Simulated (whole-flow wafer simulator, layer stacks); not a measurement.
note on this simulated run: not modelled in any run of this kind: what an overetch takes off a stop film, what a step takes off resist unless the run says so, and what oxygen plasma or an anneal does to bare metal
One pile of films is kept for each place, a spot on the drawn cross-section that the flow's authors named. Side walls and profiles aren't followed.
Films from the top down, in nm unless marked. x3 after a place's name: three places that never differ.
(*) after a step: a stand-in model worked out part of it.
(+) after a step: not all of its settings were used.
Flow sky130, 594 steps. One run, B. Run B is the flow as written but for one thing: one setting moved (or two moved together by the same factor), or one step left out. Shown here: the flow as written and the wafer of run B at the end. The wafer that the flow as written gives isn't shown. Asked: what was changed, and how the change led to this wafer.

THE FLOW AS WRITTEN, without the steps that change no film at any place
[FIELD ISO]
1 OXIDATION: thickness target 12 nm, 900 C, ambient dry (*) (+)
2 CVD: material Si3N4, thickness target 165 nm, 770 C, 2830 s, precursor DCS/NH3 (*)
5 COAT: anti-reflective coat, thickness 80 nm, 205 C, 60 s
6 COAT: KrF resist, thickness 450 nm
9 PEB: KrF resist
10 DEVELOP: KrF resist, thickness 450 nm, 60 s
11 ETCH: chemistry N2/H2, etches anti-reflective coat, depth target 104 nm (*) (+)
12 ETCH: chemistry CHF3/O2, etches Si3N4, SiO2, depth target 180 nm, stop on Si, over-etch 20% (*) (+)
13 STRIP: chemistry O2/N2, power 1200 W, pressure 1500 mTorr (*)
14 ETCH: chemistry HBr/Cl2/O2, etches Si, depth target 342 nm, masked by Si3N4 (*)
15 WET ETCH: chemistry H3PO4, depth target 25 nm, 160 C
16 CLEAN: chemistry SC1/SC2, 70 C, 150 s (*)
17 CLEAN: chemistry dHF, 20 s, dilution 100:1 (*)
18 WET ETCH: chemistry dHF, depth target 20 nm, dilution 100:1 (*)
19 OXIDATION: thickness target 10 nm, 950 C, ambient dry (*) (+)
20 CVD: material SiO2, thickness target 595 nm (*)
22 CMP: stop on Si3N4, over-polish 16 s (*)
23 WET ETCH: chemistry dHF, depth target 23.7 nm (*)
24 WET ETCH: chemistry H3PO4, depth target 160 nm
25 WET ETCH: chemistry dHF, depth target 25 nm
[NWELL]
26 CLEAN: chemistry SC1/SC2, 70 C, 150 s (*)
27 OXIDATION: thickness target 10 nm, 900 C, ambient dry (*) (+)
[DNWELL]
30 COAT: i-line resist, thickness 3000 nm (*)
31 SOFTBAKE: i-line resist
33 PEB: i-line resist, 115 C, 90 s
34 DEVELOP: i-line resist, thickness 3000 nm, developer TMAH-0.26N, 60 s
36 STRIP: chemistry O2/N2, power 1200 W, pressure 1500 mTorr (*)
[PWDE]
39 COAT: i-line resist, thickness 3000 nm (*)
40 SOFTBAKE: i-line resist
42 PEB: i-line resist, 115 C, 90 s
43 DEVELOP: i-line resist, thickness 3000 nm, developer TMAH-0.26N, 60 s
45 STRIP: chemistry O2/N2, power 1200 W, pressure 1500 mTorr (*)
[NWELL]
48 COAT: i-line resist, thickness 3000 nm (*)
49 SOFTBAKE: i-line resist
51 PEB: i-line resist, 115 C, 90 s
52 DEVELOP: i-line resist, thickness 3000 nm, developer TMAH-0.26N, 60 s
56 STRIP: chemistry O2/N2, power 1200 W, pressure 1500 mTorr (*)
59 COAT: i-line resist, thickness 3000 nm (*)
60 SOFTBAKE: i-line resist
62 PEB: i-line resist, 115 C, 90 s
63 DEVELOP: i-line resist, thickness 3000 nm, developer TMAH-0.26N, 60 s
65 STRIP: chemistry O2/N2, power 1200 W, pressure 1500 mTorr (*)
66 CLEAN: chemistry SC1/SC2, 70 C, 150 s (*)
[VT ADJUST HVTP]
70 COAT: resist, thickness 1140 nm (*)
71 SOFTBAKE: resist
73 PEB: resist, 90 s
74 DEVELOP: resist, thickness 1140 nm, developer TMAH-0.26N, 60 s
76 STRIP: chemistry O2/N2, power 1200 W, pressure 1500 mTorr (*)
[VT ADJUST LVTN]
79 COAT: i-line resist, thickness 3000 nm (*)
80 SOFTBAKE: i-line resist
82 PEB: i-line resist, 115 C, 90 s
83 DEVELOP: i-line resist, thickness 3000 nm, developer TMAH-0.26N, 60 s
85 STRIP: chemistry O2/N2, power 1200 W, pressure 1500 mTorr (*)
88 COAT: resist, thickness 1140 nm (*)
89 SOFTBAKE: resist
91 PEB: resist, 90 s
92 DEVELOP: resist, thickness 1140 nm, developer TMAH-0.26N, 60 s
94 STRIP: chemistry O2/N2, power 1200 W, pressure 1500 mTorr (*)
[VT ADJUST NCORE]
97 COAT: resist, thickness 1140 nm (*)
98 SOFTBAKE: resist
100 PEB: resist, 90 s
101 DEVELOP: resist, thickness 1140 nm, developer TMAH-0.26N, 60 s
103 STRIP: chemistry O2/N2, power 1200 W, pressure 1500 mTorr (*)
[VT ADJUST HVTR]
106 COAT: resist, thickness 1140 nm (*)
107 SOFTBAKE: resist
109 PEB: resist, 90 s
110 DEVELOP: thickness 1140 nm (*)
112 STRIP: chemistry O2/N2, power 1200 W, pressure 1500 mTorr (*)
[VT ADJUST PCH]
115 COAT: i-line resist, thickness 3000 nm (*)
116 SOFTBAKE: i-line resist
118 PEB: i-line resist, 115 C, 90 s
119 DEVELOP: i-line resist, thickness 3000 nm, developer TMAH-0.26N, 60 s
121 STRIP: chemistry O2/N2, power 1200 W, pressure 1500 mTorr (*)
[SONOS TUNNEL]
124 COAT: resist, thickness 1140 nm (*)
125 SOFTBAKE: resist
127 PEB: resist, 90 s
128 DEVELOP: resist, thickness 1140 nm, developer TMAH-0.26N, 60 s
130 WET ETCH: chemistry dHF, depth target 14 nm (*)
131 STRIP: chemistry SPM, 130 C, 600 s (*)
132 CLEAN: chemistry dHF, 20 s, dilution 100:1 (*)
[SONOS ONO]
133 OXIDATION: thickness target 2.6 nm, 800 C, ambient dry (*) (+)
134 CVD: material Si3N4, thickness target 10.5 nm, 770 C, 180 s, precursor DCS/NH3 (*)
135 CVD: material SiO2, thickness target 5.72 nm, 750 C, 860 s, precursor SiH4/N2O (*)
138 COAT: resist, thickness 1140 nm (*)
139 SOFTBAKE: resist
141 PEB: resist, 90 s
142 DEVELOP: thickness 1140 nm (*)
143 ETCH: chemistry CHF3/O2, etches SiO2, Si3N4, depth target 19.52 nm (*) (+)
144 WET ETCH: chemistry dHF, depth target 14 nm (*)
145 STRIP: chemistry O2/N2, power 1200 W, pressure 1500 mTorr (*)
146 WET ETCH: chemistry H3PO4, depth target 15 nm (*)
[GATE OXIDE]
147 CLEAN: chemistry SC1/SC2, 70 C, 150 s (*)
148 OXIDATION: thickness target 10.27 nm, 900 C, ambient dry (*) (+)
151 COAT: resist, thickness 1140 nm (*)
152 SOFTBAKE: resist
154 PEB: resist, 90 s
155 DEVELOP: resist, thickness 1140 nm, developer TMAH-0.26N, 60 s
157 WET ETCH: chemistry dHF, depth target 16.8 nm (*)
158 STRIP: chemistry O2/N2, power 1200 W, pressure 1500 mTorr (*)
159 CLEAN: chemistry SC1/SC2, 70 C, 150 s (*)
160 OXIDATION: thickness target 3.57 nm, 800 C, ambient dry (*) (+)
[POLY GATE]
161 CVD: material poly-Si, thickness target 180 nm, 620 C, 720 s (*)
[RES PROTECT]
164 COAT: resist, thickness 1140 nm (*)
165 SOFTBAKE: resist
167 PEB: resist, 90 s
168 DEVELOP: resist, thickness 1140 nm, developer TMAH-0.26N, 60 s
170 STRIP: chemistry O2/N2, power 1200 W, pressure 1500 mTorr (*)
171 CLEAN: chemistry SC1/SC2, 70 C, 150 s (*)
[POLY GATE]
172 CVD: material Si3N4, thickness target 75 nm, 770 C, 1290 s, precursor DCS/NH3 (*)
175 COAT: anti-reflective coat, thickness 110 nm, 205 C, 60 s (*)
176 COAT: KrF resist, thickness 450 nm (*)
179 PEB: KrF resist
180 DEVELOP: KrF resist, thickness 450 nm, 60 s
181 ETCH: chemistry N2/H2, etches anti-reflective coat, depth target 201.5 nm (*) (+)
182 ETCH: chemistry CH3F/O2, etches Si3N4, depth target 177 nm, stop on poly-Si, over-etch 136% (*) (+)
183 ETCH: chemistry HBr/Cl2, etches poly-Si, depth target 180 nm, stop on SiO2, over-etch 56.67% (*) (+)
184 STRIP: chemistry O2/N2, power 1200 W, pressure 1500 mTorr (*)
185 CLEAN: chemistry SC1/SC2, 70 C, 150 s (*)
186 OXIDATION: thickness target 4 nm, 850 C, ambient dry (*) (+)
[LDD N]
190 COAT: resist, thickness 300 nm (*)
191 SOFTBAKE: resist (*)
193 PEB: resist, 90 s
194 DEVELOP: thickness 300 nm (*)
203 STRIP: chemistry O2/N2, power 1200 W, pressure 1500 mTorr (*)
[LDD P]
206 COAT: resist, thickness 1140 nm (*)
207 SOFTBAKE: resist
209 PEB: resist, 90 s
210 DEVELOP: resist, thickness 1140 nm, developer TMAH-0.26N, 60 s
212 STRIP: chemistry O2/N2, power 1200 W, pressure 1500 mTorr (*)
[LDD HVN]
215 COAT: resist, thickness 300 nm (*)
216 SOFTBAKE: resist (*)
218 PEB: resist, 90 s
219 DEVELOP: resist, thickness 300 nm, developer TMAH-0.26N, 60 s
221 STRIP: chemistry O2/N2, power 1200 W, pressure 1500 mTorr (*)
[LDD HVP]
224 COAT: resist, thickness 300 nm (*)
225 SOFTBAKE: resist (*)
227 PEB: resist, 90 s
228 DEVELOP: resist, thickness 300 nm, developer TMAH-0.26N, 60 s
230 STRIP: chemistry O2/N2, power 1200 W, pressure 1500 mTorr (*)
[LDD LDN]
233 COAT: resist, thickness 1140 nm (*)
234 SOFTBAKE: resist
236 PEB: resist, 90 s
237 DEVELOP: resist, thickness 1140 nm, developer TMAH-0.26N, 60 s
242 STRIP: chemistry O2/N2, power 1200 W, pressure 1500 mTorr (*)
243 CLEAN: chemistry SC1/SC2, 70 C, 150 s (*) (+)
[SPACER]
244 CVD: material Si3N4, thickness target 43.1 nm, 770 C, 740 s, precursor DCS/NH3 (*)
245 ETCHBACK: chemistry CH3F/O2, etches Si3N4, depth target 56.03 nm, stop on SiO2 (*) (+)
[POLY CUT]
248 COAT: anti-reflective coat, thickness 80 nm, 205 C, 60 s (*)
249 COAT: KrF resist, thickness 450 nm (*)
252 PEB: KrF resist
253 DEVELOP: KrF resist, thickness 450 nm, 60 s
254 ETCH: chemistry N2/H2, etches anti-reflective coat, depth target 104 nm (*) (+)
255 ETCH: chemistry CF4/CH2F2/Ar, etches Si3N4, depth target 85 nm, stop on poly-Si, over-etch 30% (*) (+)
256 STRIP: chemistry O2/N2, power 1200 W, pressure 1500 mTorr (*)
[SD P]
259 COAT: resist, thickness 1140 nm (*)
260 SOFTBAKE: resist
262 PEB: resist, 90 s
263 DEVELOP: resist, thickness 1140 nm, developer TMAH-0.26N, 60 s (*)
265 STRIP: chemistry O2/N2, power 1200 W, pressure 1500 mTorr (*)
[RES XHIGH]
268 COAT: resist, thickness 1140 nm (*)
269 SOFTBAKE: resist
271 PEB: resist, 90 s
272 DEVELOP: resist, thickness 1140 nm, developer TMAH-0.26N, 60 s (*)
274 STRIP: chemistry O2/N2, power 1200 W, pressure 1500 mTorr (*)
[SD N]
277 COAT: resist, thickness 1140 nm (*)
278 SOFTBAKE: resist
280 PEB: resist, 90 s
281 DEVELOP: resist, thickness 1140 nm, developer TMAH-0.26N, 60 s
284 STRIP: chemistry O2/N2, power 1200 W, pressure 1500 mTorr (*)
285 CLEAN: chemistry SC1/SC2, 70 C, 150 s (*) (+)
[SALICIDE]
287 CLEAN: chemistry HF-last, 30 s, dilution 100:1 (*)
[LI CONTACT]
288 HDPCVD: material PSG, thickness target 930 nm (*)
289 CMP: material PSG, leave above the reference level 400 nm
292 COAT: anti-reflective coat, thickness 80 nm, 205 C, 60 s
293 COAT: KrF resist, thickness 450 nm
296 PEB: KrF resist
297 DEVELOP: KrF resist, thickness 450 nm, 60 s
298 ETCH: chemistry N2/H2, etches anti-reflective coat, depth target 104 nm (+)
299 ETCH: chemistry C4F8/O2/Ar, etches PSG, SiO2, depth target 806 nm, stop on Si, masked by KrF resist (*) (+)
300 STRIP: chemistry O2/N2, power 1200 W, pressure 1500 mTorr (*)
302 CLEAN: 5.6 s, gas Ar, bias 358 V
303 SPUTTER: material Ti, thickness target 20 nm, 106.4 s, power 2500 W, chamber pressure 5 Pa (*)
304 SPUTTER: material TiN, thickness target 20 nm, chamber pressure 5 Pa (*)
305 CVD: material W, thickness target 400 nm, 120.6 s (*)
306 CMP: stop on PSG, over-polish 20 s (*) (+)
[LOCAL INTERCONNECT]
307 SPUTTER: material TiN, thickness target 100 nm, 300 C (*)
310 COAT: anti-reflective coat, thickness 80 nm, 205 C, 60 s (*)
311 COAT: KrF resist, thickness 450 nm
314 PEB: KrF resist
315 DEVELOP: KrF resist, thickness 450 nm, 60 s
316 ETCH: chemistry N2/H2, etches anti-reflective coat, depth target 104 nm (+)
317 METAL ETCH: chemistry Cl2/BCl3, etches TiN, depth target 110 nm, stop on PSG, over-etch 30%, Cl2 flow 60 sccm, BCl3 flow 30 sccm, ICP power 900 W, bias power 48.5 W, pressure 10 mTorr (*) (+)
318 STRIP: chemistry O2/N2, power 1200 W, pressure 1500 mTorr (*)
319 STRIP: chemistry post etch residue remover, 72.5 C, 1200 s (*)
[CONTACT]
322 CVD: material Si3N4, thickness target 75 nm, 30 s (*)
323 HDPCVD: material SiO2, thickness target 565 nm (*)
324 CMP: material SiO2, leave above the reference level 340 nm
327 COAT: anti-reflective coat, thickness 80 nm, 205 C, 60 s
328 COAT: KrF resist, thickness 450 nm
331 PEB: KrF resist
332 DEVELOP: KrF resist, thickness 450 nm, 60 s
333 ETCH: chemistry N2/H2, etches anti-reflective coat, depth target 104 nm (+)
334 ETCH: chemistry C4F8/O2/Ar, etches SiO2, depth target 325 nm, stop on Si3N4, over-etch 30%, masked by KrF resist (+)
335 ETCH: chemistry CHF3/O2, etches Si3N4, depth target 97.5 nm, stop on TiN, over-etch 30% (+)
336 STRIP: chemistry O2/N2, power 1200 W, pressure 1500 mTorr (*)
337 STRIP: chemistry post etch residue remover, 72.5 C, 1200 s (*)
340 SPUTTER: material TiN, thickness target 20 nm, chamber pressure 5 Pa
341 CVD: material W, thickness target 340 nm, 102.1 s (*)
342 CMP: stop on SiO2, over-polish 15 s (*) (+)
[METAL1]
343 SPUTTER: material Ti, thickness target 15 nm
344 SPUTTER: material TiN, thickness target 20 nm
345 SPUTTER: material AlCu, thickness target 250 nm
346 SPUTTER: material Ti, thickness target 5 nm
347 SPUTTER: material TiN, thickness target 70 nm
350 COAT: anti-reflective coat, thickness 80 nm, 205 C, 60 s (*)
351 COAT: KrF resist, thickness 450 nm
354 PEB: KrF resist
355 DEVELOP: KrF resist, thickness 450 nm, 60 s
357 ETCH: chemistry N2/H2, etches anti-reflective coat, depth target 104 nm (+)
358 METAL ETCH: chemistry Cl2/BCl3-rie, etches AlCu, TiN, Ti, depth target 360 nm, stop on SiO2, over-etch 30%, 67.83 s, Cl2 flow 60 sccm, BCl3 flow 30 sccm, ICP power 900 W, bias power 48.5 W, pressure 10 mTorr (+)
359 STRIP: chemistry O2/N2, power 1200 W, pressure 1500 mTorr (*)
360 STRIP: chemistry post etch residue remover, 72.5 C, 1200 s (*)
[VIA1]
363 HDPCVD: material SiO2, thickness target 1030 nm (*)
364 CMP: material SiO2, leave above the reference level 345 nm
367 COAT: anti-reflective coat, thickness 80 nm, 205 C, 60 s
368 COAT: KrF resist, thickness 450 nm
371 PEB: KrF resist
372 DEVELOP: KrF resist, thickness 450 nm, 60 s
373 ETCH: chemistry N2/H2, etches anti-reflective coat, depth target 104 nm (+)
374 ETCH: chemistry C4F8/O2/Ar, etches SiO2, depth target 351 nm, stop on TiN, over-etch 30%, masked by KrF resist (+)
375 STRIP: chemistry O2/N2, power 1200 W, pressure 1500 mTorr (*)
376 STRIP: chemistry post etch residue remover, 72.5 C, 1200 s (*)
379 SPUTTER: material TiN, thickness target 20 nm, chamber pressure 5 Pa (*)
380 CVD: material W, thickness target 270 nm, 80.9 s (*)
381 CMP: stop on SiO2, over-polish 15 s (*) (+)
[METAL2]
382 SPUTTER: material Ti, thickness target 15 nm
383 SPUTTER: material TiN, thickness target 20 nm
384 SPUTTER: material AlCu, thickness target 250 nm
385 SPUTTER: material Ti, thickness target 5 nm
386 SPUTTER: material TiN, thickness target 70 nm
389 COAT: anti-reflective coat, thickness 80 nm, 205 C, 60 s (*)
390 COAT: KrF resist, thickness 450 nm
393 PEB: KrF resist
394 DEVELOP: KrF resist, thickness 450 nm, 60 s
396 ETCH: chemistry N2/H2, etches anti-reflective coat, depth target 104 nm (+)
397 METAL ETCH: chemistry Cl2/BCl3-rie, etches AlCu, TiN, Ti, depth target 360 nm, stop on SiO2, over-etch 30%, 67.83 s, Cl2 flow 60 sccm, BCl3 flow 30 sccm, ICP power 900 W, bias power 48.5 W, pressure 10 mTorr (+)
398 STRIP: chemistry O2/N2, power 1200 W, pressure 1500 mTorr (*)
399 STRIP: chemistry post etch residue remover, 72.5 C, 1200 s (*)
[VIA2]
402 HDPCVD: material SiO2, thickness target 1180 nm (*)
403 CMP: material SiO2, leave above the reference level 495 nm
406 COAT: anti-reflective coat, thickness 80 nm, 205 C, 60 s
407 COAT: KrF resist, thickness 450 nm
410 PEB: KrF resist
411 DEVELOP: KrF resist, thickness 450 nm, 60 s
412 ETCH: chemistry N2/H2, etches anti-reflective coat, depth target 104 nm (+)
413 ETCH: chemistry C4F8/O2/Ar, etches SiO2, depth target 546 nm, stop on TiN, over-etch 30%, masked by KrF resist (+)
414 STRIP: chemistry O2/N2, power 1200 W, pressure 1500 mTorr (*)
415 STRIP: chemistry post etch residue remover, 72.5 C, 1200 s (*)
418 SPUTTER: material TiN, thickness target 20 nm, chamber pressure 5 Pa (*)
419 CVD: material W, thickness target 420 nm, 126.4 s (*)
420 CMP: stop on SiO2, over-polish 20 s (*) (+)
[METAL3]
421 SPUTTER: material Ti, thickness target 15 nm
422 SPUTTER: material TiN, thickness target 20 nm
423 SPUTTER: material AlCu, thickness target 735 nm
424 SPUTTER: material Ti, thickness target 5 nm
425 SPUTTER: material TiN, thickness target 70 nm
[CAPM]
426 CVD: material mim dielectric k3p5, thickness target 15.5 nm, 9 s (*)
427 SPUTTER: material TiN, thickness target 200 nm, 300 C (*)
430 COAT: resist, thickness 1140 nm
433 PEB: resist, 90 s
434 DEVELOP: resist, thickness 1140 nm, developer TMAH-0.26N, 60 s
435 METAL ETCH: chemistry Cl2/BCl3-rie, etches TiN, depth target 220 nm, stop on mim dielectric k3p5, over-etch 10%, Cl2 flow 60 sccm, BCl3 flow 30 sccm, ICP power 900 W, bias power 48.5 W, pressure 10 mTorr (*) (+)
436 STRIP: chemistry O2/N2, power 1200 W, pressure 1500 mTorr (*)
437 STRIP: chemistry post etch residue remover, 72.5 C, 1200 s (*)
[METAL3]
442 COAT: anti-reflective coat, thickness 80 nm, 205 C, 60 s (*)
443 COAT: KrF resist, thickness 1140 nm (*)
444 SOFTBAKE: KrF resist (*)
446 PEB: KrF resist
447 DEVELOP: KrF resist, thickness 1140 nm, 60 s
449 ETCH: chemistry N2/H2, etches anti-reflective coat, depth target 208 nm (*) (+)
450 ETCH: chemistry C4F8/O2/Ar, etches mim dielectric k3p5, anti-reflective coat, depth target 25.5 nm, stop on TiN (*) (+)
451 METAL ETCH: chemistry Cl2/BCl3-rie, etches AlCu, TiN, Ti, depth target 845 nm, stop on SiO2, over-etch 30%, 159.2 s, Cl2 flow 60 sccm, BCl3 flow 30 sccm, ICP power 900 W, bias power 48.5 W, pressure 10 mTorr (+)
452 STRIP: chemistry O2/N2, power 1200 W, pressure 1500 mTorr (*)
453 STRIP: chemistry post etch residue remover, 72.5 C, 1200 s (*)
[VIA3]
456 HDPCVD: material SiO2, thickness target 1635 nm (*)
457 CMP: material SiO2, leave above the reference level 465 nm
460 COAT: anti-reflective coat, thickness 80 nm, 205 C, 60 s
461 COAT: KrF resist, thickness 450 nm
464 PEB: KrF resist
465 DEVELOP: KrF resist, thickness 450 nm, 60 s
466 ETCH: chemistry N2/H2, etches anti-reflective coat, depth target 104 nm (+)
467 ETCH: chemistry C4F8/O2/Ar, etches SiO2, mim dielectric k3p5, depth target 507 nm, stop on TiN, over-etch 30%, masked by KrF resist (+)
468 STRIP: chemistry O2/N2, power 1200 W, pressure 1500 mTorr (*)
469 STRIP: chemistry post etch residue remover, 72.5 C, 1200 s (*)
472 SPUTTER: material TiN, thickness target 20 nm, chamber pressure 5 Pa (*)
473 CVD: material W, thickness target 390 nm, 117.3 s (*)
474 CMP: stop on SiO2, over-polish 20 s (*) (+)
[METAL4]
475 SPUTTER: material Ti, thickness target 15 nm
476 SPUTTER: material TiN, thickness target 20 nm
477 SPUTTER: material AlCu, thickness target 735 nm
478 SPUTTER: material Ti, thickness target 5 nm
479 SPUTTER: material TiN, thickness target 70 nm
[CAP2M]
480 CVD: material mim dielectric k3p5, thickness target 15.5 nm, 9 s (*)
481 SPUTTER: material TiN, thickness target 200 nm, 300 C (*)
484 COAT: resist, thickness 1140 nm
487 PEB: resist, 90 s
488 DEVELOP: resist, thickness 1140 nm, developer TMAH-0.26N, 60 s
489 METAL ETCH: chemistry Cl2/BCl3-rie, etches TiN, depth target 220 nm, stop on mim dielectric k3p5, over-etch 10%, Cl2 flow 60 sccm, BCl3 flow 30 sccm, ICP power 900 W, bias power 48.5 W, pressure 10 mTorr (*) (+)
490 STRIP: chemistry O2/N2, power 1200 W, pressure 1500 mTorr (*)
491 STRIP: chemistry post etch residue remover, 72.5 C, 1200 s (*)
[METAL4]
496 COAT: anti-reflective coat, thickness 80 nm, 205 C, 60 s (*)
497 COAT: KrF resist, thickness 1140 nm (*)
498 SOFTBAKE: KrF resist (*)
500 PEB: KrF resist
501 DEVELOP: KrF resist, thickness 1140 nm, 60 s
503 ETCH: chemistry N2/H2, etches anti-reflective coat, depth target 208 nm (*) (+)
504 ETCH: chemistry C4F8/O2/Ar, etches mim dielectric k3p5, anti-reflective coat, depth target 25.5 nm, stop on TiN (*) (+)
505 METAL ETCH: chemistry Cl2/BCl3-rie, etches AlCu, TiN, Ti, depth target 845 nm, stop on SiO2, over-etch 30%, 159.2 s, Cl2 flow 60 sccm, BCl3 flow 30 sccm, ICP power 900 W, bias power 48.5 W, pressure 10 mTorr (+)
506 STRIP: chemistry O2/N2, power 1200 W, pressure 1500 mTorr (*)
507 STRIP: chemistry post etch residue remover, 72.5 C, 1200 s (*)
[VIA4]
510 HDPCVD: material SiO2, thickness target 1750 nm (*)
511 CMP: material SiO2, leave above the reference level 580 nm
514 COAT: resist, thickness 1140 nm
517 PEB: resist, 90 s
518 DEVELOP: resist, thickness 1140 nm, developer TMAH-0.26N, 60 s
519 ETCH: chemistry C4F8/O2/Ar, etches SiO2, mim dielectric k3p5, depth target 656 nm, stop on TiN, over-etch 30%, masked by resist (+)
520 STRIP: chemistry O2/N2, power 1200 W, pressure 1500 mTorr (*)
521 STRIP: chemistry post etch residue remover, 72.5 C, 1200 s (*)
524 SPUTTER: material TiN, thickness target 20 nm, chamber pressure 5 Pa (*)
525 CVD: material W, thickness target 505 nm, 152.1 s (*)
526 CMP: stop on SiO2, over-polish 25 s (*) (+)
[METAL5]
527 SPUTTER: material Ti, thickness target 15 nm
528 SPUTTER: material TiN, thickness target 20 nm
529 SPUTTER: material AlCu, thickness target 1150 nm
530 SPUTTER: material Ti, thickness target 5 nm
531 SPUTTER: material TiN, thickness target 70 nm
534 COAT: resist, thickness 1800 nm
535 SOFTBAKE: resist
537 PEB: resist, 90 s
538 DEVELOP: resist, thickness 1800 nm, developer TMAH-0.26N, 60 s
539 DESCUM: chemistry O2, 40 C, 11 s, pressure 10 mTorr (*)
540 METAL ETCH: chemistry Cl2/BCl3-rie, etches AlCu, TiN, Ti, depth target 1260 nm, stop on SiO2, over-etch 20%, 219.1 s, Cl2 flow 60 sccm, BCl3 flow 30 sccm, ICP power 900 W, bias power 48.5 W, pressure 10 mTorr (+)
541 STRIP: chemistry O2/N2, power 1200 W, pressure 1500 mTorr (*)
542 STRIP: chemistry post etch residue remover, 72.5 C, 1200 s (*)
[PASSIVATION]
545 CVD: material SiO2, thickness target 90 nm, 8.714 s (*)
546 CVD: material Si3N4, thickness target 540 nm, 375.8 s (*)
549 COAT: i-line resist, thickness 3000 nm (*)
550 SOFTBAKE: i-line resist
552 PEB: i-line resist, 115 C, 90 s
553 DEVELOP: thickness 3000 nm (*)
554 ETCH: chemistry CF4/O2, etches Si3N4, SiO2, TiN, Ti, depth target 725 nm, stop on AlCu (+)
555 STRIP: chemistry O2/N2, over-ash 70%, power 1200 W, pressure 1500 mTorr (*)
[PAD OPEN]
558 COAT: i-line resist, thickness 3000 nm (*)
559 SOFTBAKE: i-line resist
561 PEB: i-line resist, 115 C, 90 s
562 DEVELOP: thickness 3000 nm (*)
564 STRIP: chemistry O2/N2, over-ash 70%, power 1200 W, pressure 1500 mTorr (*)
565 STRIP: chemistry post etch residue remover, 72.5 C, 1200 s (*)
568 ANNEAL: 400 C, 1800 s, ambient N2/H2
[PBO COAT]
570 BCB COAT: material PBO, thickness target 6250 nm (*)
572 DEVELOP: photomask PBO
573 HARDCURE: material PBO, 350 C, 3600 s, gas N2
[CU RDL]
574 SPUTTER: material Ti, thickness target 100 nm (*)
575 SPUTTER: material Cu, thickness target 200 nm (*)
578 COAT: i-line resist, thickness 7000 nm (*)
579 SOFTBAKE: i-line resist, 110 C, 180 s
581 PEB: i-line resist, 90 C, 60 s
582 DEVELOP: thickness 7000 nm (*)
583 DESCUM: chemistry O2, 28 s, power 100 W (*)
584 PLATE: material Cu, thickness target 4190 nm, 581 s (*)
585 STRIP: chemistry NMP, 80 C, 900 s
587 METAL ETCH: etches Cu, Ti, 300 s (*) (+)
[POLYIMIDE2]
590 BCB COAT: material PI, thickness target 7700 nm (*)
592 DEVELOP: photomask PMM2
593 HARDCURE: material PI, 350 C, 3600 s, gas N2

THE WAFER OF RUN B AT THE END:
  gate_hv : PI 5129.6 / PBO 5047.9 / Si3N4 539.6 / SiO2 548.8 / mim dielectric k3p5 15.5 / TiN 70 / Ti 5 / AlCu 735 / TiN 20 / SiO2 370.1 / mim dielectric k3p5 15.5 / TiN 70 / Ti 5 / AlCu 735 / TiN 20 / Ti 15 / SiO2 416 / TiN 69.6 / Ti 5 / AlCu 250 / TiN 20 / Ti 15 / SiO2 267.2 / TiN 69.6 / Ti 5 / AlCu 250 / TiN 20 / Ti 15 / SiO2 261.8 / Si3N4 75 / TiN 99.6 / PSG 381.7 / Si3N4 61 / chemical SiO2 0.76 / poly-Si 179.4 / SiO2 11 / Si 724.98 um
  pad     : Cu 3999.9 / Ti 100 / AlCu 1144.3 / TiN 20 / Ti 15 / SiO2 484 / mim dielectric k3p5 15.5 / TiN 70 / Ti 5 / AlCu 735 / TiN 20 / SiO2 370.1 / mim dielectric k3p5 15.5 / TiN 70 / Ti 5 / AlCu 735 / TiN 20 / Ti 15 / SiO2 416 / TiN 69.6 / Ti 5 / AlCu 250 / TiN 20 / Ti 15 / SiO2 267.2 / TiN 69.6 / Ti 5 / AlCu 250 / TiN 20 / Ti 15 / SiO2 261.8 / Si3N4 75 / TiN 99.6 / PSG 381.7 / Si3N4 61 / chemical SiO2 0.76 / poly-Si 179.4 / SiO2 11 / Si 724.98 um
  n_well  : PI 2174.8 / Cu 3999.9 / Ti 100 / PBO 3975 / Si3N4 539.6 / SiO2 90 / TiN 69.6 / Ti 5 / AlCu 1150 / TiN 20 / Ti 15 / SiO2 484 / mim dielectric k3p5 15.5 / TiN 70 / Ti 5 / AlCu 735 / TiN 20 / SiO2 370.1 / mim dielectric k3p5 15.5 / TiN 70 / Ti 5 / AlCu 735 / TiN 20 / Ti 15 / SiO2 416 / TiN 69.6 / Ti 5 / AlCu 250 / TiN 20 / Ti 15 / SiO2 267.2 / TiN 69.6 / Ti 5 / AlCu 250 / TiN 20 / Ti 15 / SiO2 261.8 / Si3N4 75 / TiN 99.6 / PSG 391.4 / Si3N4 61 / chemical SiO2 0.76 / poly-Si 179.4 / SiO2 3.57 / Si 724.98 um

The cause: step 475, SPUTTER: material Ti, thickness target 15 nm, was left out.

How the change led to this, step by step:
  505 METAL ETCH: chemistry Cl2/BCl3-rie, etches AlCu, TiN, Ti, depth target 845 nm, stop on SiO2, over-etch 30%, 159.2 s, Cl2 flow 60 sccm, BCl3 flow 30 sccm, ICP power 900 W, bias power 48.5 W, pressure 10 mTorr (+)
      field, active, gate and 70 more: TiN -70 (all of it), Ti -5 (all of it), AlCu -735 (all of it), TiN -20 (all of it), SiO2 -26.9 (as written it would be: TiN -70 (all of it), Ti -5 (all of it), AlCu -735 (all of it), TiN -20 (all of it), Ti -15 (all of it), SiO2 -25.4)
      vpp_iso1, mim_edge_plate, m1_ln and 12 more: TiN -70 (all of it), Ti -5 (all of it), AlCu -735 (all of it), TiN -20 (all of it), SiO2 -26.8 (as written it would be: TiN -70 (all of it), Ti -5 (all of it), AlCu -735 (all of it), TiN -20 (all of it), Ti -15 (all of it), SiO2 -25.3)
  511 CMP: material SiO2, leave above the reference level 580 nm
      field, active, gate and 76 more: SiO2 -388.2 (as written it would be: SiO2 -374.7)
      iso_guard__w1, mim_edge_gap, vpp_l1ln and 6 more: SiO2 -388.1 (as written it would be: SiO2 -374.6)
